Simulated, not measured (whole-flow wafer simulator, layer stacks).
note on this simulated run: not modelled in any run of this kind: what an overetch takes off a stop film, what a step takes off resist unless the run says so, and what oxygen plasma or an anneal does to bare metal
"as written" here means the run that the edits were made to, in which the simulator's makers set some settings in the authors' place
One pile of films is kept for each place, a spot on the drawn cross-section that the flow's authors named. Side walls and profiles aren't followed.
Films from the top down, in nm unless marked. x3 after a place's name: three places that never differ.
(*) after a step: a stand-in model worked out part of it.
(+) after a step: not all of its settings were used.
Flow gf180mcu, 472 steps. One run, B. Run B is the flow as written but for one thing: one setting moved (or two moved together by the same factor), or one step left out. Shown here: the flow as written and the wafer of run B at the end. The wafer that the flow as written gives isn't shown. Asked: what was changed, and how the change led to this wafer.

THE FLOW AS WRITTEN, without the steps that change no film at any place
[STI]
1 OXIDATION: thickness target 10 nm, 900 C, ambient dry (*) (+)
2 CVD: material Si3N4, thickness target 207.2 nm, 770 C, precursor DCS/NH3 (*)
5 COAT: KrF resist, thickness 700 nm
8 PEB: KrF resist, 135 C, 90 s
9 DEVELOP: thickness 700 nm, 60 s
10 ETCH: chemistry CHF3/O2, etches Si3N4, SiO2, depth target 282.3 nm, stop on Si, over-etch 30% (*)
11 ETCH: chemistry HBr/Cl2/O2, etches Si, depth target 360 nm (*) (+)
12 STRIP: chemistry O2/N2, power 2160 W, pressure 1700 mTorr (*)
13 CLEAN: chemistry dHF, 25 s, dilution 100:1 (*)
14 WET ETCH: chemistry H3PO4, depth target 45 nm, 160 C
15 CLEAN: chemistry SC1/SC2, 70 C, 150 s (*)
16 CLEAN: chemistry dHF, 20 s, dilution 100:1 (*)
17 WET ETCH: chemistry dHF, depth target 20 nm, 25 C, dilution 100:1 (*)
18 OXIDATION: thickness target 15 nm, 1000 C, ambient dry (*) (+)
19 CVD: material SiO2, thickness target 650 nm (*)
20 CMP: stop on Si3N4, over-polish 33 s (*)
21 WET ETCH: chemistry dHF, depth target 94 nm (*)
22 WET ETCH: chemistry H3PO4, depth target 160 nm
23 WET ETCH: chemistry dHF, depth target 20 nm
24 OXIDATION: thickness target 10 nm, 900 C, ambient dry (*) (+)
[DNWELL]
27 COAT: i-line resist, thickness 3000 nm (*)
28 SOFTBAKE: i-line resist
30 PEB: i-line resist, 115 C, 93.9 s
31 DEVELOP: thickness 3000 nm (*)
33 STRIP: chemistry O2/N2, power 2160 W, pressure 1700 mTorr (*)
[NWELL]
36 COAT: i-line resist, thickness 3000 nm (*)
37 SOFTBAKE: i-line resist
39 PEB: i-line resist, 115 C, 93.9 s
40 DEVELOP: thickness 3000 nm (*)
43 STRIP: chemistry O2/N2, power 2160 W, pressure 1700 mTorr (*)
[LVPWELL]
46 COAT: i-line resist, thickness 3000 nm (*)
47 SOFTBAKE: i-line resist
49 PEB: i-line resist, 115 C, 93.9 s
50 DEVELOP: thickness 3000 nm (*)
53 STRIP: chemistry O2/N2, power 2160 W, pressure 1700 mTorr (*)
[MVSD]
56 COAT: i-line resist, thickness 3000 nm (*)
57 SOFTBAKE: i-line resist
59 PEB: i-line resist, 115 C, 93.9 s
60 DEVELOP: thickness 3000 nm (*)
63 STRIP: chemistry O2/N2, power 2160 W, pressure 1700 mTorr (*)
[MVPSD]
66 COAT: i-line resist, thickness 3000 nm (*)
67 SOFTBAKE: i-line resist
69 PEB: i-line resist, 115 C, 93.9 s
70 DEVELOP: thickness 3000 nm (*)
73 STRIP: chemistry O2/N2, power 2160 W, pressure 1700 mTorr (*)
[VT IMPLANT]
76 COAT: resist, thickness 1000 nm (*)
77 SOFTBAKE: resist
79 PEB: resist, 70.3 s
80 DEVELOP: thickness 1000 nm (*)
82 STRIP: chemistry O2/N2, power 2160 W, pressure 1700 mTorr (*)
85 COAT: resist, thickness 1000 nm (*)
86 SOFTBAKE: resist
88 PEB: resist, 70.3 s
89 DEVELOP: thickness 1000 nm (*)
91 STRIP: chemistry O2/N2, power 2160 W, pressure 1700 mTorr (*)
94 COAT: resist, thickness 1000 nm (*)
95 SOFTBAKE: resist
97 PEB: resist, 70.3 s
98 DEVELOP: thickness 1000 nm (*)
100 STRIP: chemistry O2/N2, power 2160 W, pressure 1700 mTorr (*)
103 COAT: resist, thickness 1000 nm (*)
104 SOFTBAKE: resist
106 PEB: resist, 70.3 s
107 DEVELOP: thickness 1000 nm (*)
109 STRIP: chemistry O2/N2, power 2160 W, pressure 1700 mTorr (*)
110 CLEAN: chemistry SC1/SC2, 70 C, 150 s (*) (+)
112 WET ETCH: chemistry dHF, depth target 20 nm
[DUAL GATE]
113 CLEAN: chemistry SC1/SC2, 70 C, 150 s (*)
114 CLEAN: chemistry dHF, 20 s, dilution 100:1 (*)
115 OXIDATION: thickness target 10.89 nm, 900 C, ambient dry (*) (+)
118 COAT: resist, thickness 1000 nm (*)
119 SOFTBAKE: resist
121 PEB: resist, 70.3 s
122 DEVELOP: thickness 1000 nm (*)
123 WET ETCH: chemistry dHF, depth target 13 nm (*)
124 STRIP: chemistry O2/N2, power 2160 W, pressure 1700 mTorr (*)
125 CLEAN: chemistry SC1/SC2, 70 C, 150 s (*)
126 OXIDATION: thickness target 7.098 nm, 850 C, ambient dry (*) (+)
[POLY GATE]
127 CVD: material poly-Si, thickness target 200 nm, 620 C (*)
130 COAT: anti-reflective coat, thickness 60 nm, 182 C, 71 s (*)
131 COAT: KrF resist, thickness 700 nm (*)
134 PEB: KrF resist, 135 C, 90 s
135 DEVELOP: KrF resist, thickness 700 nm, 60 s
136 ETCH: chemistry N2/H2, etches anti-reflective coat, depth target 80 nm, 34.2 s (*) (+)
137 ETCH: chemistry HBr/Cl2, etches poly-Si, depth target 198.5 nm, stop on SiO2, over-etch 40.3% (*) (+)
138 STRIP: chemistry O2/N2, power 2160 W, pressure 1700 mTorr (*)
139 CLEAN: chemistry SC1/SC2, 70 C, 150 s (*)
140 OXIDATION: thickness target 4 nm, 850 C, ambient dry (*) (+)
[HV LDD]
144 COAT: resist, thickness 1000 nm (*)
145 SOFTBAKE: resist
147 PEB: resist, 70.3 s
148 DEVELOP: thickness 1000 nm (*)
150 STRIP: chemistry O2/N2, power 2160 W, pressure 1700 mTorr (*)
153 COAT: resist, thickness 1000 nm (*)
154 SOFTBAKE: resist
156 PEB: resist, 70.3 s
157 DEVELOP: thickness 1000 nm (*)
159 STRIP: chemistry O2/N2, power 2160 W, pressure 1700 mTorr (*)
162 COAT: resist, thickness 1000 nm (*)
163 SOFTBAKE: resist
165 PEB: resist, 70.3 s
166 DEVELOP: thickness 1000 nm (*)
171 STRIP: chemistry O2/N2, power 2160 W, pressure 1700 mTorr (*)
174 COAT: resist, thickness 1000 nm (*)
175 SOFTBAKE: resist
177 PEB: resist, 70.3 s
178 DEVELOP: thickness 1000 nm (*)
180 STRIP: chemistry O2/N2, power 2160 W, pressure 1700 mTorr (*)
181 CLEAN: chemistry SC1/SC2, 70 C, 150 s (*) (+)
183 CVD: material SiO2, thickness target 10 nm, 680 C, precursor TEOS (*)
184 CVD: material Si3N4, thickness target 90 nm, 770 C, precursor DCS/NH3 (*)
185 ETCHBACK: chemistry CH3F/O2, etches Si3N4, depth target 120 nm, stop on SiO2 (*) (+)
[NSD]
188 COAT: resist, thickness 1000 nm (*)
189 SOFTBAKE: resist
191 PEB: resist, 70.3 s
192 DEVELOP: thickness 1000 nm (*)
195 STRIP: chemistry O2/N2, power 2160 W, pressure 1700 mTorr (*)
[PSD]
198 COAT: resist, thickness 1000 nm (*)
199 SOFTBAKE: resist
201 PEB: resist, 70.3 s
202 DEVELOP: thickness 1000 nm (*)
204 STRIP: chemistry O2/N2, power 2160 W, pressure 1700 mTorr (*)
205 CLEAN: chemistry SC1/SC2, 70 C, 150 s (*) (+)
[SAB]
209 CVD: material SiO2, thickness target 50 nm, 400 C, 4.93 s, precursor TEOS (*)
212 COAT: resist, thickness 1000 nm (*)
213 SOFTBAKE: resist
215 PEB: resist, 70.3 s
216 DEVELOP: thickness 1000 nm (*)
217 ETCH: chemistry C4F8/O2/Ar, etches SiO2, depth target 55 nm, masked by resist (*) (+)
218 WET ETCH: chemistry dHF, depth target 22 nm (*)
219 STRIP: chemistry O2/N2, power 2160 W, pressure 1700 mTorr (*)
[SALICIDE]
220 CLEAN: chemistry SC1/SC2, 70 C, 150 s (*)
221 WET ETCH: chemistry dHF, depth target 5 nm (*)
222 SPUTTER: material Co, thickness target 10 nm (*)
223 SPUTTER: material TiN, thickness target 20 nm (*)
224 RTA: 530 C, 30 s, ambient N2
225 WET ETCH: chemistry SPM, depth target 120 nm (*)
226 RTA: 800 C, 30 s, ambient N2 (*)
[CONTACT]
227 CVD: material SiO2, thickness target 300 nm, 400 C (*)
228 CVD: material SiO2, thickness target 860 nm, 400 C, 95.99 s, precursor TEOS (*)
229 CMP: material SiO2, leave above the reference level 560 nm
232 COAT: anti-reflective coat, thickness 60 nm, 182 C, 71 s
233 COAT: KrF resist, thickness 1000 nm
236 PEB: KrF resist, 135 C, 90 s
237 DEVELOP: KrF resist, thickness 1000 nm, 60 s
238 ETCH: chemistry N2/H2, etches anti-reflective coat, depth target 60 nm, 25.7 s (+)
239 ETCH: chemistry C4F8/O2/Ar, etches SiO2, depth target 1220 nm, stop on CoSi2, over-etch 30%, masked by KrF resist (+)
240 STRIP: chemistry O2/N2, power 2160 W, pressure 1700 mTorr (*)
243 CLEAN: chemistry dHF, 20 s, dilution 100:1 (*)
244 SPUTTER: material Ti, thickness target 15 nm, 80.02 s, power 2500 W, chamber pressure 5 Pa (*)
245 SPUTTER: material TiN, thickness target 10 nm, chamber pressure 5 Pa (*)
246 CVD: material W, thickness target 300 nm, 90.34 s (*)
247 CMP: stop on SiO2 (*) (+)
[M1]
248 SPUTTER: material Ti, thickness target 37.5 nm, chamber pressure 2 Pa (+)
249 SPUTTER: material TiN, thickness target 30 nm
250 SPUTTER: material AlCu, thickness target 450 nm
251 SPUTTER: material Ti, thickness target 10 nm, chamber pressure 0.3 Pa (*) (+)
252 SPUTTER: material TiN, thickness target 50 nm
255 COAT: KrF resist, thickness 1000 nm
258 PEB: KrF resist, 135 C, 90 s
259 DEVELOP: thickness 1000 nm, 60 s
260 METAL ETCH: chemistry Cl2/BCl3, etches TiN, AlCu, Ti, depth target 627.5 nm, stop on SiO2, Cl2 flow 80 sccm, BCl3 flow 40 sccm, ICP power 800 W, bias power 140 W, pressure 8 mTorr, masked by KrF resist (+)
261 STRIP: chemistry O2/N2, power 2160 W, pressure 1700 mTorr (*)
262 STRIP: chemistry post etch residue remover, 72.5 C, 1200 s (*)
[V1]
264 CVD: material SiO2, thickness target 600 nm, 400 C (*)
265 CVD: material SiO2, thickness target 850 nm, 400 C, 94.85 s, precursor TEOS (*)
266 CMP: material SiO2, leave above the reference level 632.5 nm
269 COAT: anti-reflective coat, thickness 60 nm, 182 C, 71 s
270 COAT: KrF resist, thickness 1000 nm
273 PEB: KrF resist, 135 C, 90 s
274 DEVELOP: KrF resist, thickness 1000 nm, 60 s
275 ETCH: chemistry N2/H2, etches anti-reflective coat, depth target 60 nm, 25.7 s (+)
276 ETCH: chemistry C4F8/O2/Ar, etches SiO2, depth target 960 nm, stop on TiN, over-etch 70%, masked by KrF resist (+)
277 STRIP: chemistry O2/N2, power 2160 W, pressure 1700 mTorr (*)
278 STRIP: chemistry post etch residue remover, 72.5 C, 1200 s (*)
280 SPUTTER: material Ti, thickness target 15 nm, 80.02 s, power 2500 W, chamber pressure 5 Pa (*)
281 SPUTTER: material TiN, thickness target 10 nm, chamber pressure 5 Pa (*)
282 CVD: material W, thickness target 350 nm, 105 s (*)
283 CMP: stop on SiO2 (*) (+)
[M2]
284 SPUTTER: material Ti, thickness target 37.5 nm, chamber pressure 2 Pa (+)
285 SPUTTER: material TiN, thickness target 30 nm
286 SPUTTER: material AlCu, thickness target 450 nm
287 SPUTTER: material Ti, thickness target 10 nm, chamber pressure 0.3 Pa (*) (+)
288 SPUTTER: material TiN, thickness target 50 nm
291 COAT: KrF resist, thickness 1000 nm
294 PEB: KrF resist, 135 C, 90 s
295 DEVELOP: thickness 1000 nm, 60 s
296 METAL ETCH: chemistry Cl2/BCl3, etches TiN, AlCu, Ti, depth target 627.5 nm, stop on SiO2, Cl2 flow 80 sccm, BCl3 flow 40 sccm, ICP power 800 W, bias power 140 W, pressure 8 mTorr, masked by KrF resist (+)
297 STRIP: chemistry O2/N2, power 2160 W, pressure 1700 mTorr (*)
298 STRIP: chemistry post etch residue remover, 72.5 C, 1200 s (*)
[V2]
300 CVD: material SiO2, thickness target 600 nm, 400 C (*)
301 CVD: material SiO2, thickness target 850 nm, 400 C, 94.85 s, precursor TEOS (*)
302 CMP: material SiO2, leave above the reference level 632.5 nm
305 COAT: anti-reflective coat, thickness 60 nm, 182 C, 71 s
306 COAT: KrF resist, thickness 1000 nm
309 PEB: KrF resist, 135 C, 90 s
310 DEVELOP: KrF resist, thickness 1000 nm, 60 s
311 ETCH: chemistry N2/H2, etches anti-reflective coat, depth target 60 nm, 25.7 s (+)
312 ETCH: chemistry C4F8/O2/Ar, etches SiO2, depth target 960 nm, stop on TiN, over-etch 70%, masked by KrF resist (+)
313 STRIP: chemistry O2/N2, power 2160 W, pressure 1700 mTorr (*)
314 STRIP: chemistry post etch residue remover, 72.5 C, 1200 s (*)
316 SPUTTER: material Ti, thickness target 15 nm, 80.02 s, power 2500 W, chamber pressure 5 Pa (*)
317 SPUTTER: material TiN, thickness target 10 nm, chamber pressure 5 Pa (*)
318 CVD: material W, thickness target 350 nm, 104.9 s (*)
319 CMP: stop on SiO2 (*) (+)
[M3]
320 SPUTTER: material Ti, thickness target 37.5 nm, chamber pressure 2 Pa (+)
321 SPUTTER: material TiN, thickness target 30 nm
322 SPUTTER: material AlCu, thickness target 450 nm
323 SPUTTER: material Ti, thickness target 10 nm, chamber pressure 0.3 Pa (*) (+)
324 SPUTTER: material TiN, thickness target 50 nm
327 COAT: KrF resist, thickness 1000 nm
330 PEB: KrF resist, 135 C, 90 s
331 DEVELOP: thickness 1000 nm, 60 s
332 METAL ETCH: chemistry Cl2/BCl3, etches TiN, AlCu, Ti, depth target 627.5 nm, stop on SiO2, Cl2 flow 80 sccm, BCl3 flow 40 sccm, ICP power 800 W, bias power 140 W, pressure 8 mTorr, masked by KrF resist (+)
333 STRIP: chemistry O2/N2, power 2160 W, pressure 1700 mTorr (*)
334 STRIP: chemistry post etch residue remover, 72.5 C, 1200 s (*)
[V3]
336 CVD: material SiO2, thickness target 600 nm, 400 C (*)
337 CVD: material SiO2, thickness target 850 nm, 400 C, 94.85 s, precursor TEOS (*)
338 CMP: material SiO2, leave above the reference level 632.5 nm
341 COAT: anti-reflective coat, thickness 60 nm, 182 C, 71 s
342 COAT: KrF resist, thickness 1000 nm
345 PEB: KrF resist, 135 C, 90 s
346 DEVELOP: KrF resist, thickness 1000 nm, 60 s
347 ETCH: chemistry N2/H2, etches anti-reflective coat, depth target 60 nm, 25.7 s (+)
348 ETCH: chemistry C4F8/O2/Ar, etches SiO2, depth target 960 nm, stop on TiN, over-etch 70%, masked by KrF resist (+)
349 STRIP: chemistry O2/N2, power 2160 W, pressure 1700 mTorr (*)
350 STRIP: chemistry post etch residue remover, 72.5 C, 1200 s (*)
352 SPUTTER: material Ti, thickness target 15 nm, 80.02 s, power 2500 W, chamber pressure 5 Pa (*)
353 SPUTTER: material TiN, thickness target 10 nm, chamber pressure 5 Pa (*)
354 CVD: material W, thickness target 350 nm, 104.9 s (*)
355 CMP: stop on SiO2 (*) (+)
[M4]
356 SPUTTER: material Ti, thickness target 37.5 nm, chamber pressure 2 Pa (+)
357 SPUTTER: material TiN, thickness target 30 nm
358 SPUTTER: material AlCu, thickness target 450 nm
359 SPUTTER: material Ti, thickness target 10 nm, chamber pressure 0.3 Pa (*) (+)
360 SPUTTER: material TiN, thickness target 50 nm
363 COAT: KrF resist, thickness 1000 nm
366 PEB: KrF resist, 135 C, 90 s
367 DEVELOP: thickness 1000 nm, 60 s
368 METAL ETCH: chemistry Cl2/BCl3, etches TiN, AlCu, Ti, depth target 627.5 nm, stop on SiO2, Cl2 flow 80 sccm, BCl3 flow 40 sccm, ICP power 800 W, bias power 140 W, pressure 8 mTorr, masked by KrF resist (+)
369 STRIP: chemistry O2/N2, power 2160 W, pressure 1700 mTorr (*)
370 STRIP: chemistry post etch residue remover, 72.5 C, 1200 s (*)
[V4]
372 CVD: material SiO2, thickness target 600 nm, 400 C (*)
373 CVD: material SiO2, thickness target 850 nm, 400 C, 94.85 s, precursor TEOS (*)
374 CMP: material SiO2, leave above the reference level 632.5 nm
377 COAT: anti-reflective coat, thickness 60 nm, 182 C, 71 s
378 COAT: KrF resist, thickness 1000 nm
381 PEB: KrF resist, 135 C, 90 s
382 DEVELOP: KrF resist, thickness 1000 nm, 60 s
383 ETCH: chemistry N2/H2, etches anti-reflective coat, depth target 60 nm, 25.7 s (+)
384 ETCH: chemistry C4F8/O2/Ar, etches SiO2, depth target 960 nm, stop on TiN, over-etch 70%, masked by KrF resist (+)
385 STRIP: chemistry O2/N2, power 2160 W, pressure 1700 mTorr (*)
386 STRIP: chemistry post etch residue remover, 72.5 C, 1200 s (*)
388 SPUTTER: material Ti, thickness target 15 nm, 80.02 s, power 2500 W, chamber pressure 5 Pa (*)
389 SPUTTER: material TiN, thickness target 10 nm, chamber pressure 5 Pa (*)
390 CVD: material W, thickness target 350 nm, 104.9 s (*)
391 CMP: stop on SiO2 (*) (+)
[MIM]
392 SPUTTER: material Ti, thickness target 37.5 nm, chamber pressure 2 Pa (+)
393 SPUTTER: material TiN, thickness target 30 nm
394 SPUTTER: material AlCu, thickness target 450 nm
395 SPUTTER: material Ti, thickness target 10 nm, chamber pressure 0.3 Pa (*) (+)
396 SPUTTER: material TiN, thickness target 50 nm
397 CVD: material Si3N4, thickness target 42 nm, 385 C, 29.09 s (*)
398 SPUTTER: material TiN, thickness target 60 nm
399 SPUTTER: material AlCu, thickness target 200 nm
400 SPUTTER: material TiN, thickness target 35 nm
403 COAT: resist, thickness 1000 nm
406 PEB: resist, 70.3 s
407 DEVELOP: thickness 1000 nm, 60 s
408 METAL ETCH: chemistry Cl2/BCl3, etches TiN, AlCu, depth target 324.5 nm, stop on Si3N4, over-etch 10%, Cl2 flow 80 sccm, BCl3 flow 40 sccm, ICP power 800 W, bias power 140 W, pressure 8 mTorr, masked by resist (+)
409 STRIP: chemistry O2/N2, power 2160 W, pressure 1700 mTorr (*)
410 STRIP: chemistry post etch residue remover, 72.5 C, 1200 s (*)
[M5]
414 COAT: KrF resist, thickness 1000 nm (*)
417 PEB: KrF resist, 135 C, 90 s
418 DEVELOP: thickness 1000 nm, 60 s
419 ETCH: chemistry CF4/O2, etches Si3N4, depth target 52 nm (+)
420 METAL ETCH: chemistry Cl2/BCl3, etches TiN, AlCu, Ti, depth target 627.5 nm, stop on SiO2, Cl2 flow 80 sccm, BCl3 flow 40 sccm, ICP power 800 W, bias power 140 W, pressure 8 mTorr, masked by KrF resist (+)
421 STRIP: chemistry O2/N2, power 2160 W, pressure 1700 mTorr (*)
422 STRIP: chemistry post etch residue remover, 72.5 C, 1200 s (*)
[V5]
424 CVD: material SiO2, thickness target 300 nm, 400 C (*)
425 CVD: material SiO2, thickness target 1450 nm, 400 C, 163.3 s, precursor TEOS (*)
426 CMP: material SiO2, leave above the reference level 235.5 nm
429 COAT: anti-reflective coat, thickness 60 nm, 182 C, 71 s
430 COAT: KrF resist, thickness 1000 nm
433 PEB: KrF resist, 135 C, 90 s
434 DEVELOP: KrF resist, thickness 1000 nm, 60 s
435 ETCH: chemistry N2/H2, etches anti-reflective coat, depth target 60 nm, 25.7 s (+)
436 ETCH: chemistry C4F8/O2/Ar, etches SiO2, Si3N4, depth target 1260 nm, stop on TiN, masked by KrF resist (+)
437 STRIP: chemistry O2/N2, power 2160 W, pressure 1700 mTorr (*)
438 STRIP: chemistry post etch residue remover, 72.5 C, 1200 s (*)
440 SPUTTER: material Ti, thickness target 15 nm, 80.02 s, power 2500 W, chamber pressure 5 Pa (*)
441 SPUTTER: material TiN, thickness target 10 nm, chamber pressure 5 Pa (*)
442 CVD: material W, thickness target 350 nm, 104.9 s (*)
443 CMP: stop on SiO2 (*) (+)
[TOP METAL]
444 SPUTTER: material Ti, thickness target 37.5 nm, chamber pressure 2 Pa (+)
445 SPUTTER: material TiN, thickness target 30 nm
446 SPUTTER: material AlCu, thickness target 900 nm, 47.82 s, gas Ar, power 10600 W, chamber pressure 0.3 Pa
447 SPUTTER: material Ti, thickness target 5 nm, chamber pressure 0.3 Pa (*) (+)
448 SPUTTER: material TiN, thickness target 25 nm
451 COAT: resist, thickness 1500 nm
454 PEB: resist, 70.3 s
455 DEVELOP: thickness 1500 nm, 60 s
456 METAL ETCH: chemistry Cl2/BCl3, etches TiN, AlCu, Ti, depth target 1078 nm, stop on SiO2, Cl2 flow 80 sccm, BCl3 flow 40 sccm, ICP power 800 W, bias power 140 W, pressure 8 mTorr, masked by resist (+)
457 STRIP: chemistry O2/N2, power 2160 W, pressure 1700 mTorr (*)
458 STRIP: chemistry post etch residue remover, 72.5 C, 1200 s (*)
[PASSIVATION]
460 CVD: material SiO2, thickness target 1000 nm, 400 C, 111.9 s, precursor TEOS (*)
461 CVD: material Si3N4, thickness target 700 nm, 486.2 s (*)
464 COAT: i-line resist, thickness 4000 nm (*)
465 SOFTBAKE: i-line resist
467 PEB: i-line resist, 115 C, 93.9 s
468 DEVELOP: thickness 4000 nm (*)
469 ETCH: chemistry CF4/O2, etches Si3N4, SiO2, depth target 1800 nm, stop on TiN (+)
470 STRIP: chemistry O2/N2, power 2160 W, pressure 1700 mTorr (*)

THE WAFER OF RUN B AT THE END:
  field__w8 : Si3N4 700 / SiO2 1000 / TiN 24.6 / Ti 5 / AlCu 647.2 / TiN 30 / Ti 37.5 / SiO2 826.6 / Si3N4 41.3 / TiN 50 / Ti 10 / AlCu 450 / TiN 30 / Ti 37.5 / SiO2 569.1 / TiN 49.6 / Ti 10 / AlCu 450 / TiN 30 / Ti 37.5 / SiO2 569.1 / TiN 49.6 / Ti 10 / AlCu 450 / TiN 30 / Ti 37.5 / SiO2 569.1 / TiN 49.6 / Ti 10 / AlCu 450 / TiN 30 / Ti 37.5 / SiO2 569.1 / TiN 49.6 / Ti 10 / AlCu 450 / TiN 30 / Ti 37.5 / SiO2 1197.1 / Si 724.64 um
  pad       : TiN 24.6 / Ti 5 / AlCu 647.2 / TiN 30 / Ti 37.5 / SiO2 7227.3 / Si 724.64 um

The cause: step 446, SPUTTER: 34.67 s was run, where the flow has 47.82 s.

How the change led to this, step by step:
  446 SPUTTER: material AlCu, thickness target 900 nm, 47.82 s, gas Ar, power 10600 W, chamber pressure 0.3 Pa
      field, field__w1, field__w2 and 109 more: AlCu +647.2 (new film) (as written it would be: AlCu +900 (new film))
  456 METAL ETCH: chemistry Cl2/BCl3, etches TiN, AlCu, Ti, depth target 1078 nm, stop on SiO2, Cl2 flow 80 sccm, BCl3 flow 40 sccm, ICP power 800 W, bias power 140 W, pressure 8 mTorr, masked by resist (+)
      field, field__w1, field__w2 and 103 more: TiN -25 (all of it), Ti -5 (all of it), AlCu -647.2 (all of it), TiN -30 (all of it), Ti -37.5 (all of it) (as written it would be: TiN -25 (all of it), Ti -5 (all of it), AlCu -900 (all of it), TiN -30 (all of it), Ti -37.5 (all of it))
  464 COAT: i-line resist, thickness 4000 nm (*)
      field__w8: i-line resist +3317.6 (new film) (as written it would be: i-line resist +3093.1 (new film))
      contact: i-line resist +3355.2 (new film) (as written it would be: i-line resist +3153.6 (new film))
      (and at 4 more places)
  465 SOFTBAKE: i-line resist
      gate: i-line resist -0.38 (as written it would be: i-line resist +1.79)
      field__w11, field__w13: i-line resist +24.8 (as written it would be: i-line resist +37.6)
      (and at 66 more places)
  467 PEB: i-line resist, 115 C, 93.9 s
      field__w8, m1__w1: i-line resist -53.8 (as written it would be: i-line resist -49.2)
      contact, m1: i-line resist -54.1 (as written it would be: i-line resist -49.6)
      (and at 2 more places)
  468 DEVELOP: thickness 4000 nm (*)
      pad: i-line resist -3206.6 (all of it) (as written it would be: i-line resist -2960.4 (all of it))
  470 STRIP: chemistry O2/N2, power 2160 W, pressure 1700 mTorr (*)
      field__w8, m1__w1: i-line resist -2018.2 (all of it) (as written it would be: i-line resist -1775.9 (all of it))
      contact: i-line resist -2032.4 (all of it) (as written it would be: i-line resist -1798.3 (all of it))
      (and at 2 more places)
